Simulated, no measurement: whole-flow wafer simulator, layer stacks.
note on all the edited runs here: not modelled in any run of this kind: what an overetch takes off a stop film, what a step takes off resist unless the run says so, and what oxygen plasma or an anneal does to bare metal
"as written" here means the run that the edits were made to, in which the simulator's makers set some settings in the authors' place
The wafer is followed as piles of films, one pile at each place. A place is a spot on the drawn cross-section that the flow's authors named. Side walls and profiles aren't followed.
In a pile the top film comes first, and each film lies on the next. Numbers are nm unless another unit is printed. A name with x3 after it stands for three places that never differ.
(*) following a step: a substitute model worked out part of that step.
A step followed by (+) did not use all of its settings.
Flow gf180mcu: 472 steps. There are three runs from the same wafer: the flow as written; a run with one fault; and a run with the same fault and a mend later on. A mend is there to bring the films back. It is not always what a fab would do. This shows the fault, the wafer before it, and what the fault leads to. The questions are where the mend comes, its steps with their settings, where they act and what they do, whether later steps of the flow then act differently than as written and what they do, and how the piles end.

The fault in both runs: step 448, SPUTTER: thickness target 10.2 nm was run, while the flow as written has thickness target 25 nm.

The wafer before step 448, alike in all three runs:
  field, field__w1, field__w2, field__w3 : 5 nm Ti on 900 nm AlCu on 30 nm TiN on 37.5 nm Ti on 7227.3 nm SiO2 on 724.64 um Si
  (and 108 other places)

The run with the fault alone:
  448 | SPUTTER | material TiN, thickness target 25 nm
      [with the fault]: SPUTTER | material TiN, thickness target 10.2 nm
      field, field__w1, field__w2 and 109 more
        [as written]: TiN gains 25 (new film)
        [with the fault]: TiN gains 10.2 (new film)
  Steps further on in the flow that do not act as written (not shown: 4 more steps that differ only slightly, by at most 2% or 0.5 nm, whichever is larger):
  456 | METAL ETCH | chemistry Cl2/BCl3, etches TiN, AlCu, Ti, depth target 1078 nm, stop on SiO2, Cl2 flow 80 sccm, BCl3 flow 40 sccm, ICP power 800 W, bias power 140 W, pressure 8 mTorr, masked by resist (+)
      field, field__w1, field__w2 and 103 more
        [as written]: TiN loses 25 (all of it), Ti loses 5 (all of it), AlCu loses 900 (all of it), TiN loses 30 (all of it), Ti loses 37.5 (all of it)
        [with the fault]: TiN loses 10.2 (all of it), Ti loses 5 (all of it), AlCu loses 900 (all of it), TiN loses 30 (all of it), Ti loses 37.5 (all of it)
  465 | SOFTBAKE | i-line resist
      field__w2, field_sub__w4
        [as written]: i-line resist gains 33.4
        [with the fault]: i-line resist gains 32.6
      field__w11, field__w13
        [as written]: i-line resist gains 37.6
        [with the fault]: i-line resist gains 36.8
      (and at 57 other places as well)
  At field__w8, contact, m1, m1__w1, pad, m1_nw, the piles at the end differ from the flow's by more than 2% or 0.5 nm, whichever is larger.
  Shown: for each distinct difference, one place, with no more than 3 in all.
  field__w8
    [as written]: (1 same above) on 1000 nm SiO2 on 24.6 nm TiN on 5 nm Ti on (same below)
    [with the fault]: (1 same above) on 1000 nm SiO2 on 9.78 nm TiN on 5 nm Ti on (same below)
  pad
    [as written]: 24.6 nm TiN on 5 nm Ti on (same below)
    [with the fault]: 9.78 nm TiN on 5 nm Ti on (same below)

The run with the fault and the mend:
  The mend follows step 455.
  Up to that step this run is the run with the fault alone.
  455a | STRIP | chemistry O2/N2, power 2160 W, pressure 1700 mTorr (*)
      field__w8, contact, m1, m1__w1, pad, m1_nw
        resist loses 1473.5 (all of it)
  455b | SPUTTER | material TiN, thickness target 14.8 nm (the flow's step 448, run once more with other settings)
      field, field__w1, field__w2 and 109 more
        TiN gains 14.8
  455c | HMDS | 120 C, 60 s (the flow's step 450, run once more)
      leaves every film unchanged at each place that is followed
  455d | COAT | resist, thickness 1500 nm (the flow's step 451, run once more)
      field, field__w1, field__w2 and 109 more
        resist gains 1500 (new film)
  455e | SOFTBAKE | resist (the flow's step 452, run once more)
      leaves every film unchanged at each place that is followed
  455f | EXPOSE | photomask MetalTop (the flow's step 453, run once more)
      leaves every film unchanged at each place that is followed
  455g | PEB | resist, 70.3 s (the flow's step 454, run once more)
      field, field__w1, field__w2 and 109 more
        resist loses 26.5
  455h | DEVELOP | thickness 1500 nm, 60 s (the flow's step 455, run once more)
      field, field__w1, field__w2 and 103 more
        resist loses 1473.5 (all of it)
  Later steps of the flow that are run all act as written at every place that is followed.
  By the end, the piles equal the flow's at every place that both follow.
